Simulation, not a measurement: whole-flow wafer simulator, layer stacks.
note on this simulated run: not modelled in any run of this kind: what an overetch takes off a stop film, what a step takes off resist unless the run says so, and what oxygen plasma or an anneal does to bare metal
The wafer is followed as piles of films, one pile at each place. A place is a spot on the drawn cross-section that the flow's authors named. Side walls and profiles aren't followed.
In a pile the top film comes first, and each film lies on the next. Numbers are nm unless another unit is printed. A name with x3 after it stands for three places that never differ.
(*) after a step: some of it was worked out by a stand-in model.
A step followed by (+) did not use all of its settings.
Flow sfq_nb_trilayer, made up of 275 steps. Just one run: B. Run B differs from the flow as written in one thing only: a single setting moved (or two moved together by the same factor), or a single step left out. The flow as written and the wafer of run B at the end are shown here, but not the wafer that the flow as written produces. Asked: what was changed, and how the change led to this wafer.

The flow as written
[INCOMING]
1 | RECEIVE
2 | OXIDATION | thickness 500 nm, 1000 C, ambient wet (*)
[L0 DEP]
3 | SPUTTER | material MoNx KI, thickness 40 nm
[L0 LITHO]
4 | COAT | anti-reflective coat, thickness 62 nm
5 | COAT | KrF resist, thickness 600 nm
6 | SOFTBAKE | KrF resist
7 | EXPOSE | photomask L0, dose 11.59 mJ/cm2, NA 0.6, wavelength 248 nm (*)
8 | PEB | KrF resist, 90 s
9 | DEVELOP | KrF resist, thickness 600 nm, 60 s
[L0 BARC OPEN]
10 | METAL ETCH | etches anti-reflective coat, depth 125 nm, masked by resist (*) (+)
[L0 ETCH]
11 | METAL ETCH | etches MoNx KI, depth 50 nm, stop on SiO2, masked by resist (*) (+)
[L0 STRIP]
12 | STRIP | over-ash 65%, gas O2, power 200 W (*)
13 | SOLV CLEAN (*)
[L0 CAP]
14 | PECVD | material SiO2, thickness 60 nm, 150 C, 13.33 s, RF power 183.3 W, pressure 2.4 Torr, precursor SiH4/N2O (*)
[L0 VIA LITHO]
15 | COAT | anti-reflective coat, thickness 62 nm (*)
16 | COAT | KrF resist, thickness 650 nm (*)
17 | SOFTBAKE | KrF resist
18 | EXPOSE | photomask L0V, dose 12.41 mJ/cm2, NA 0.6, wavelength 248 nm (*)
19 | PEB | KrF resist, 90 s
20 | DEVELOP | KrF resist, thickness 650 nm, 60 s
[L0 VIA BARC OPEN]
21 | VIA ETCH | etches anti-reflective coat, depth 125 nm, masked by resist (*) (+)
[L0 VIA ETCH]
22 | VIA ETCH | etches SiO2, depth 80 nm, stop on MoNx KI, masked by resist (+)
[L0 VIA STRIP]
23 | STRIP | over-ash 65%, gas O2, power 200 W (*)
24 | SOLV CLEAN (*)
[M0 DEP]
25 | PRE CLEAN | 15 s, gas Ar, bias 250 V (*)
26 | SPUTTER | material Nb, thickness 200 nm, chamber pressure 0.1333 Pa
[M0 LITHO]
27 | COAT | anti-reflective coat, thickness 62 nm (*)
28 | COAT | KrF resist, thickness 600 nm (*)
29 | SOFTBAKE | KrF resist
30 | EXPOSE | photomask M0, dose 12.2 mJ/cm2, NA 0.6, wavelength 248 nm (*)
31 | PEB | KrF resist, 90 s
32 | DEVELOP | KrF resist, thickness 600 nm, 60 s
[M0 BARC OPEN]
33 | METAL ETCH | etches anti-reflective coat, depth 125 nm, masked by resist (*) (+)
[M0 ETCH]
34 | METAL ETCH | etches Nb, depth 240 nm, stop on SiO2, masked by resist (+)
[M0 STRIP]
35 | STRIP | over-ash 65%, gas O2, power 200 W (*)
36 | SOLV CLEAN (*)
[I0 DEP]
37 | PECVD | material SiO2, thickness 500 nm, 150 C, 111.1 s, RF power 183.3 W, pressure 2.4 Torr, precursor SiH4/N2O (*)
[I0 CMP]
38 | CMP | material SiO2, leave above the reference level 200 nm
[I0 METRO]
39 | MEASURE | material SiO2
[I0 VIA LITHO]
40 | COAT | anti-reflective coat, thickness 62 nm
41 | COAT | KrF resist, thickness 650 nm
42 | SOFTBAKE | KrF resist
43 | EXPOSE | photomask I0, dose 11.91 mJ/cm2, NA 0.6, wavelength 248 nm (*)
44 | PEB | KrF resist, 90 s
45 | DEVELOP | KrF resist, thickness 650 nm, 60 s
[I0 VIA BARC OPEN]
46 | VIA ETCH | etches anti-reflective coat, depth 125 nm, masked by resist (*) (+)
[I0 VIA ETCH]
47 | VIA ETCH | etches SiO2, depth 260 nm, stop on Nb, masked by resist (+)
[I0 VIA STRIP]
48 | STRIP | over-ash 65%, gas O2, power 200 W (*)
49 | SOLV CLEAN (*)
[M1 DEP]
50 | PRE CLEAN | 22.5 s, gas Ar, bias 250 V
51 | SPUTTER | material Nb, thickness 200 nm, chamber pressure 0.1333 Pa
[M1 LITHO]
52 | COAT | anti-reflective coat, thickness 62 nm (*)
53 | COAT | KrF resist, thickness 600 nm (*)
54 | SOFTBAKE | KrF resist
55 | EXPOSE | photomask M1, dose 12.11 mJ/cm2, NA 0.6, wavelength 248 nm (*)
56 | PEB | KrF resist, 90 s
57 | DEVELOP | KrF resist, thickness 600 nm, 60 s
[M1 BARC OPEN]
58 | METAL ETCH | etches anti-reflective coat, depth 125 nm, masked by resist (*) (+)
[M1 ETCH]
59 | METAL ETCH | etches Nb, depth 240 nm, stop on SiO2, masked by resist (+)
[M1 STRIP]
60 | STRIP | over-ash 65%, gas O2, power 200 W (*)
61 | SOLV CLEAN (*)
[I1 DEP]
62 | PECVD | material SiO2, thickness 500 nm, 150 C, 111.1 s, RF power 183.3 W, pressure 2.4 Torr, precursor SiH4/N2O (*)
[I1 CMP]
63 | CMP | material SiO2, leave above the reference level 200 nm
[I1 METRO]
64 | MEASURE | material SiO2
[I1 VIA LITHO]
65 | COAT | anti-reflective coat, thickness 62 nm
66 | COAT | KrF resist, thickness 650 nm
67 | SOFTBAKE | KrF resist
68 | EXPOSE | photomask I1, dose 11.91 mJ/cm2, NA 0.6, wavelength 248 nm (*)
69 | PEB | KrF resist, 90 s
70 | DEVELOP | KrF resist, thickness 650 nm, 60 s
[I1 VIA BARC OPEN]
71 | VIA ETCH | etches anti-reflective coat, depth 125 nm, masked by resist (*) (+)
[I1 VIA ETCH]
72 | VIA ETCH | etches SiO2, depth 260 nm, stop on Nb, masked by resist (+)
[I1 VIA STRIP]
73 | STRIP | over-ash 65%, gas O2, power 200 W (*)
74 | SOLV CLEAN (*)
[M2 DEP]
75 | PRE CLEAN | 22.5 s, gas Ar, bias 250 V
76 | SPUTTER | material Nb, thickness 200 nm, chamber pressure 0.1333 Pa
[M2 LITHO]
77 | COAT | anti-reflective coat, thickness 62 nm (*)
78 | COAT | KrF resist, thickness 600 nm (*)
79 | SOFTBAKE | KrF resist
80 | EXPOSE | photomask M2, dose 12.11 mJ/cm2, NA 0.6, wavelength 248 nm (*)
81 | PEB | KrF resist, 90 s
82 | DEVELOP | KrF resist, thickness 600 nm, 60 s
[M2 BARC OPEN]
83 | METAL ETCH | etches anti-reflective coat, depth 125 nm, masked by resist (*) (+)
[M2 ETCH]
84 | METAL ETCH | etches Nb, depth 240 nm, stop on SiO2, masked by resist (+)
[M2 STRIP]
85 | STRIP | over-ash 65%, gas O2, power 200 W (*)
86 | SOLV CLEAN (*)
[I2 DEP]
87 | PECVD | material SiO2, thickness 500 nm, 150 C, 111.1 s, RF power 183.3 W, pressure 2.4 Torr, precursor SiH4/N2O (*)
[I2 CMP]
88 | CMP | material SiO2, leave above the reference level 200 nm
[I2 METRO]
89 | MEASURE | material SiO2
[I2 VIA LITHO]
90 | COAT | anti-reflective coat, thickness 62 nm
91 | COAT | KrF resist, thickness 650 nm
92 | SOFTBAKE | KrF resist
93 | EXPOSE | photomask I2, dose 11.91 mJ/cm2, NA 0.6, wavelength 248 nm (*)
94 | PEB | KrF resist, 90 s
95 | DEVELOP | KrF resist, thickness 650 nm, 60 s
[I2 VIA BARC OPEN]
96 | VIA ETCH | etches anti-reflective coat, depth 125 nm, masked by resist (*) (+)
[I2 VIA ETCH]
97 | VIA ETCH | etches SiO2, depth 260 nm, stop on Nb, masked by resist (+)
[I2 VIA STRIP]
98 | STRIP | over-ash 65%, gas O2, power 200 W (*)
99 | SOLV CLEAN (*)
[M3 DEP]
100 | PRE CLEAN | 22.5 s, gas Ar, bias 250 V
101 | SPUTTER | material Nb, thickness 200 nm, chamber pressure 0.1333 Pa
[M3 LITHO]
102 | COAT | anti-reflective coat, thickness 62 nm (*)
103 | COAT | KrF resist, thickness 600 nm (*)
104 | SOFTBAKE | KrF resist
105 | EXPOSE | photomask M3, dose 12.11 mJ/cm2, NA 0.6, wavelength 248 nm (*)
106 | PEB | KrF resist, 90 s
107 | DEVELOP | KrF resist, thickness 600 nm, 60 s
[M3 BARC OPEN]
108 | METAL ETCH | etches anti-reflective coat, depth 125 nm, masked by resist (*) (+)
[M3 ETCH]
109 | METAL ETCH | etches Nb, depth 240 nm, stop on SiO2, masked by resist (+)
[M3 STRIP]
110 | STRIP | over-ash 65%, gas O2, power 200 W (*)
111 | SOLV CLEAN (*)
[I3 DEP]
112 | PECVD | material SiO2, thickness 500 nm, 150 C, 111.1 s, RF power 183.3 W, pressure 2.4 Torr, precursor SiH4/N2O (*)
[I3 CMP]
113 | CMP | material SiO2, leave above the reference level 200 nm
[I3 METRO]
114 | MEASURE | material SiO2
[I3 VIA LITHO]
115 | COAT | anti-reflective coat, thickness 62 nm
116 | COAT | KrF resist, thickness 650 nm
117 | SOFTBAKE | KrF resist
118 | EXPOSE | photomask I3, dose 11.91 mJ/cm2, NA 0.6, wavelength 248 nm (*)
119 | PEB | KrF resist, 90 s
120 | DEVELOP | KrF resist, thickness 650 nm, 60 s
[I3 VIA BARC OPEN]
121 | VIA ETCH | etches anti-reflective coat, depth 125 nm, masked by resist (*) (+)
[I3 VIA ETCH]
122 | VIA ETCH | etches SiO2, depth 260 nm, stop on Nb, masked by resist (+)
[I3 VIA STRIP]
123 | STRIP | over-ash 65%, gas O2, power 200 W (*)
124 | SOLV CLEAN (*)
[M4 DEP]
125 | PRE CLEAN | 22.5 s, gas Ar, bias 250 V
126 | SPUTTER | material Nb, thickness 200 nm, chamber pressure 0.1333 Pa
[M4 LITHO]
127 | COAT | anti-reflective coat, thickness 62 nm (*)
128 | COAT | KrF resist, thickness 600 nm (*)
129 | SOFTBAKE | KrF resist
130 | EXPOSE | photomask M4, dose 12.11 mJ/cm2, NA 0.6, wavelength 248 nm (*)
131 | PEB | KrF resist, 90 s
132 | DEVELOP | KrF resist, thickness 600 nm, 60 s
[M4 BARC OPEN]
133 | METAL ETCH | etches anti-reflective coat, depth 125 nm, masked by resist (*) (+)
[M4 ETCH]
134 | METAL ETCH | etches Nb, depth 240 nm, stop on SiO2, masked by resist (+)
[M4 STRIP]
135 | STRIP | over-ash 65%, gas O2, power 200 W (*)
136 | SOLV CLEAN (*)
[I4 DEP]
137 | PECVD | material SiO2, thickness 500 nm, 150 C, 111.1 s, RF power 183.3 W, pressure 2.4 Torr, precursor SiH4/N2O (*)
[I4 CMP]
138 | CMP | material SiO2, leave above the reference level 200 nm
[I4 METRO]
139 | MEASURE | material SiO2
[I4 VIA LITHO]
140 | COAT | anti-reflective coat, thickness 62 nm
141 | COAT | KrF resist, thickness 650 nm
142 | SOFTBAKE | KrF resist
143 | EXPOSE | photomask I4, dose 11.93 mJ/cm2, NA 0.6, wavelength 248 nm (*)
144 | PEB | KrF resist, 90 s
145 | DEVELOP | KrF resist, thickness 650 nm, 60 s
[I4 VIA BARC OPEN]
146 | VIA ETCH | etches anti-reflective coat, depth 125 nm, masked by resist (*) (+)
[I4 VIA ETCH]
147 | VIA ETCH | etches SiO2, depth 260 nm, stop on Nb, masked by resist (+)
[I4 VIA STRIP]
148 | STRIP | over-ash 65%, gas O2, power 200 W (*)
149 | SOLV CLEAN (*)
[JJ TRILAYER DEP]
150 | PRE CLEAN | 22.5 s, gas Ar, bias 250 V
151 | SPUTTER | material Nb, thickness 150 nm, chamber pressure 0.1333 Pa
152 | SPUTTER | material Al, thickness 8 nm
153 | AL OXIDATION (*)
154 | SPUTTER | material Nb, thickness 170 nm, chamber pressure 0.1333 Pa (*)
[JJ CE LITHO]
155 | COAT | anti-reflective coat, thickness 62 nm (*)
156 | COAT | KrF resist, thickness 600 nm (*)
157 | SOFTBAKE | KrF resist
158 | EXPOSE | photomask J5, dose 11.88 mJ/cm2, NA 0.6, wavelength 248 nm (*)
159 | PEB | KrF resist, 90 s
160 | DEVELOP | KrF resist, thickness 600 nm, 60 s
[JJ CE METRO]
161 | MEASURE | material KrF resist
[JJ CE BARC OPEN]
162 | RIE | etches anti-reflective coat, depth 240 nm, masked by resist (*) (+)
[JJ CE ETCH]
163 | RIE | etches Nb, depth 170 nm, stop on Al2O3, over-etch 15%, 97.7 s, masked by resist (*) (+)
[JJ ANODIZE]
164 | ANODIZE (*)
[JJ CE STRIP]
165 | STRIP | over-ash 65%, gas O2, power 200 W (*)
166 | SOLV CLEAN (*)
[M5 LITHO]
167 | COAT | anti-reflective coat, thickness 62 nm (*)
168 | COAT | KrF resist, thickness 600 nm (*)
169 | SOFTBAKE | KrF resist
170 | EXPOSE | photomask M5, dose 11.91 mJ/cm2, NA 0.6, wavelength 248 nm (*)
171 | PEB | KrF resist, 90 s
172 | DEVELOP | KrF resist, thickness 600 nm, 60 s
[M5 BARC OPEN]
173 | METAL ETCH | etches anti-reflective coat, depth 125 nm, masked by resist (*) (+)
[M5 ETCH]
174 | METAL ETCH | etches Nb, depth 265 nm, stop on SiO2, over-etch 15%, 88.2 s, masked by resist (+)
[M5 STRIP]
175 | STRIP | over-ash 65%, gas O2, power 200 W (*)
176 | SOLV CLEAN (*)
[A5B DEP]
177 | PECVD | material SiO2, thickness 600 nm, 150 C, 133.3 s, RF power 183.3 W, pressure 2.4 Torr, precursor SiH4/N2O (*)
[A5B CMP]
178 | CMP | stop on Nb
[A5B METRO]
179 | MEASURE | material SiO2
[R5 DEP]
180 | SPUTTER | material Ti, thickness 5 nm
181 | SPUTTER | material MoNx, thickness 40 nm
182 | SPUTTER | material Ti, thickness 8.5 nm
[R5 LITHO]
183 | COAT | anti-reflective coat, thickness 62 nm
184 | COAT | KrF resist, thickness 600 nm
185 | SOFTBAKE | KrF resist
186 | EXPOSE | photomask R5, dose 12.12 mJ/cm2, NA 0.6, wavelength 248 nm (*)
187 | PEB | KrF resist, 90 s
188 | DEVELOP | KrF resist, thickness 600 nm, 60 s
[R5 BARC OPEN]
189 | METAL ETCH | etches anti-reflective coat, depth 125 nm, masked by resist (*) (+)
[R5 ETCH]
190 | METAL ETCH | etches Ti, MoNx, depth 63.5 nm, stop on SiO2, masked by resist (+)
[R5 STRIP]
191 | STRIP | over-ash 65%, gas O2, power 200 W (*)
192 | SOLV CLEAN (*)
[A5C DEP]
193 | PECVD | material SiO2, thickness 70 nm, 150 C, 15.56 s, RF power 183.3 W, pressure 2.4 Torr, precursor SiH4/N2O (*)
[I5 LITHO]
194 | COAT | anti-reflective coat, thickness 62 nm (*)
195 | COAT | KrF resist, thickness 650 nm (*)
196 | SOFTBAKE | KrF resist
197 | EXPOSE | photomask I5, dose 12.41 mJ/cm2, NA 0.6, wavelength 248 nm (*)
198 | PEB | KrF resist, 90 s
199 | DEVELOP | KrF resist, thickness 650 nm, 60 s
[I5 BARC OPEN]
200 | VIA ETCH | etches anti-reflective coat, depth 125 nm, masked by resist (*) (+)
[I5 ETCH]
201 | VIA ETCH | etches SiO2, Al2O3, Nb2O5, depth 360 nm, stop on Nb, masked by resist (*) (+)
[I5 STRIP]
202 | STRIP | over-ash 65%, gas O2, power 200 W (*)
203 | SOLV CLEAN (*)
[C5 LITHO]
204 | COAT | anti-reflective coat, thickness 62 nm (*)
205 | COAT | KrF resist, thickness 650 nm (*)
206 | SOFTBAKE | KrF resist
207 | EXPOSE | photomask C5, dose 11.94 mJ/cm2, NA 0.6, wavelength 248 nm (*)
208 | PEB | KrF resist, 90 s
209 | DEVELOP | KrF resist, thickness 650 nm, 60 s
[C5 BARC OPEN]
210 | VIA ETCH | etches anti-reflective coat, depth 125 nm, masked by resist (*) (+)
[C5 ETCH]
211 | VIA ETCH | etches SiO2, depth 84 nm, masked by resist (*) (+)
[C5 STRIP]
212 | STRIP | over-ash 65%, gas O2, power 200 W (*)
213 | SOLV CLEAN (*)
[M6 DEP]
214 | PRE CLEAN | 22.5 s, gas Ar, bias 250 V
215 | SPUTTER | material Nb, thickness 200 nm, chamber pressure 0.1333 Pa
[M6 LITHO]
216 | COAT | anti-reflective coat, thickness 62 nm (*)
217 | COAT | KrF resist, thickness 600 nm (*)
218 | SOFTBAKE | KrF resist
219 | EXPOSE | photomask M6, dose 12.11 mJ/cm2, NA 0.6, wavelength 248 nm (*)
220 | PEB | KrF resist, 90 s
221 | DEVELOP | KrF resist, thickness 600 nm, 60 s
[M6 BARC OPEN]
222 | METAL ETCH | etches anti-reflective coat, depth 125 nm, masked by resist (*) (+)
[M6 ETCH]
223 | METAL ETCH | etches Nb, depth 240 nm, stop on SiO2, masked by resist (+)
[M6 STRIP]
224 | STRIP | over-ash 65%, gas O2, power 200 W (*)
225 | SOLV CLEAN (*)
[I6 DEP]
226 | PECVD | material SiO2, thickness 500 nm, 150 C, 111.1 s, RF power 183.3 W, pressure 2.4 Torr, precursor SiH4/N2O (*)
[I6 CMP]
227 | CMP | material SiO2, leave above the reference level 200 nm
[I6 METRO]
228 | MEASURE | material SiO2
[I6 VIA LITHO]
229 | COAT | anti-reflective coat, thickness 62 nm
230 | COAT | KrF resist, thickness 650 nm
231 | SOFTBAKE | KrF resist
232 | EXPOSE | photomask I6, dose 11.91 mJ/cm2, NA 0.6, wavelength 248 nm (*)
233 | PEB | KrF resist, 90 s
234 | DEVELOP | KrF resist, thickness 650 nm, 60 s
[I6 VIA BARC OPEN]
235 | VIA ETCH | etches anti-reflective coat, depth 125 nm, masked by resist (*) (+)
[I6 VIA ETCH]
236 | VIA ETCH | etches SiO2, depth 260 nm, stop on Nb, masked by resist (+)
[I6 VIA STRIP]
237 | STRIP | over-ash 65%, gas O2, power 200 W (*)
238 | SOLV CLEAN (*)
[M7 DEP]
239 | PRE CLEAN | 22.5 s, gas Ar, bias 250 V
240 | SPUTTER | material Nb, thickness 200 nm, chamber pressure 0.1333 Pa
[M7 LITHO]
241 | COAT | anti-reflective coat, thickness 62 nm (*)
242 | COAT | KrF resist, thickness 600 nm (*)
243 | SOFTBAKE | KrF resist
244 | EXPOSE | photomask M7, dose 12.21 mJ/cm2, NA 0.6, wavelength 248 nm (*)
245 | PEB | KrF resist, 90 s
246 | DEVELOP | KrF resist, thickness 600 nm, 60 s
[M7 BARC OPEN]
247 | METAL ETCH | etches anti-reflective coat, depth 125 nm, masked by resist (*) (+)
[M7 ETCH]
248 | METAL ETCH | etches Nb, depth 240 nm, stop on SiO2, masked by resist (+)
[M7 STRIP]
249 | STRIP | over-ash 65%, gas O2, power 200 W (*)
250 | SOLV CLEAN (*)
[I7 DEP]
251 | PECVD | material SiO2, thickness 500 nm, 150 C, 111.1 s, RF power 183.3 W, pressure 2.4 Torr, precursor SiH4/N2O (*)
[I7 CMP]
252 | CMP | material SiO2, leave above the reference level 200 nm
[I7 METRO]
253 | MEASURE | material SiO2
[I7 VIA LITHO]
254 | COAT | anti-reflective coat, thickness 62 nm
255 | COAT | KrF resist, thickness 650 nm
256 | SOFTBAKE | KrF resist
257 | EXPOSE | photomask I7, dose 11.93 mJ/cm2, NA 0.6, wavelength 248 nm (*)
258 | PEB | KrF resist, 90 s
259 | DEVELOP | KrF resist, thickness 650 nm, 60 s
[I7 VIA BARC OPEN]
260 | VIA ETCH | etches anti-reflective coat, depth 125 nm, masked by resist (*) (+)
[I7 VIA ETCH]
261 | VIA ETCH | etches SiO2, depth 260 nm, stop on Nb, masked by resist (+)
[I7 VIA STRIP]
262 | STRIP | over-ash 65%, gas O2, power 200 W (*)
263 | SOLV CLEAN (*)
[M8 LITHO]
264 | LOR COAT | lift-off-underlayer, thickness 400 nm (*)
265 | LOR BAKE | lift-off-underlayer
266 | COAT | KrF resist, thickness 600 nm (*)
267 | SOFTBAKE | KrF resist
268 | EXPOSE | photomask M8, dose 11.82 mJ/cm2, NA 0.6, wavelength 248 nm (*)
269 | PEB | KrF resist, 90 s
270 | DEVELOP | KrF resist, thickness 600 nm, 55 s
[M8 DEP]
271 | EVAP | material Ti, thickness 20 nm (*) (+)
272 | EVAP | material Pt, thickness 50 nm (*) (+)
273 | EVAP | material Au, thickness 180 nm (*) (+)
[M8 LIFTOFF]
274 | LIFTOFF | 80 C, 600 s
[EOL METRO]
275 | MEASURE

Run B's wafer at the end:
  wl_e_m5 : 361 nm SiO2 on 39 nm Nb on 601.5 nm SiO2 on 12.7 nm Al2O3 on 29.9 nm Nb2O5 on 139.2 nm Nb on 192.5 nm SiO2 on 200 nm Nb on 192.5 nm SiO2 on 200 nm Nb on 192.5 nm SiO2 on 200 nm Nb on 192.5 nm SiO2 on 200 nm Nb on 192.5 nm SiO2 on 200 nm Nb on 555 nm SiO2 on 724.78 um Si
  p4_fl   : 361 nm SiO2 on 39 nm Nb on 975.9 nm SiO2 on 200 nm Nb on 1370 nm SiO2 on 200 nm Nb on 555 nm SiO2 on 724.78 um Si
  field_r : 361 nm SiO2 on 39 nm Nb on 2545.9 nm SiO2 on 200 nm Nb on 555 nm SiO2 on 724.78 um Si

The reason: step 248, METAL ETCH: depth 161 nm was run, though the flow has depth 240 nm.

The path from the change to this, step by step:
  248 | METAL ETCH | etches Nb, depth 240 nm, stop on SiO2, masked by resist (+)
      field_l, field_r, lsp_l and 62 more: -161 Nb (as written it would have been: -200 Nb (all of it))
      v_sur, via_wl, via_w and 38 more: -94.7 KrF resist (as written it would have been: -141.2 KrF resist)
  249 | STRIP | over-ash 65%, gas O2, power 200 W (*)
      wl_j_sl, wl_jj, wl_j_sr and 14 more: -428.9 KrF resist (all of it), -62 anti-reflective coat (all of it) (as written it would have been: -382.4 KrF resist (all of it), -62 anti-reflective coat (all of it))
      ln_m5, lsp_m, ln_m6, lsp_r: -428.4 KrF resist (all of it), -61.8 anti-reflective coat (all of it) (as written it would have been: -381.9 KrF resist (all of it), -61.8 anti-reflective coat (all of it))
      (as well as at 20 more places)
  251 | PECVD | material SiO2, thickness 500 nm, 150 C, 111.1 s, RF power 183.3 W, pressure 2.4 Torr, precursor SiH4/N2O (*)
      field_l, p4_fl, p4_fm and 56 more: +500 SiO2 (new film) (as written it would have been: +500 SiO2)
      field_r, lsp_l: +482 SiO2 (new film) (as written it would have been: +477.7 SiO2)
      (as well as at 4 more places)
  252 | CMP | material SiO2, leave above the reference level 200 nm
      field_l, p4_fl, p4_fm and 56 more: -139 SiO2 (as written it would have been: -100 SiO2)
      field_r, lsp_l: -121 SiO2 (as written it would have been: -77.7 SiO2)
      (as well as at 2 more places)
Taking metal films that touch as one body, wl_e_m5 has 7 bodies (between them, from the top down: SiO2 601.5 / Al2O3 12.7 / Nb2O5 29.9; SiO2 192.5; SiO2 192.5; SiO2 192.5; SiO2 192.5; SiO2 192.5); the flow as written gives 6 bodies (between them, from the top down: SiO2 192.5; SiO2 192.5; SiO2 192.5; SiO2 192.5; SiO2 192.5).
Taking metal films that touch as one body, p4_fl has 3 bodies (between them, from the top down: SiO2 975.9; SiO2 1370); the flow as written gives 2 bodies (between them, from the top down: SiO2 1370).
Taking metal films that touch as one body, field_r has 2 bodies (between them, from the top down: SiO2 2545.9); the flow as written gives 1 body.
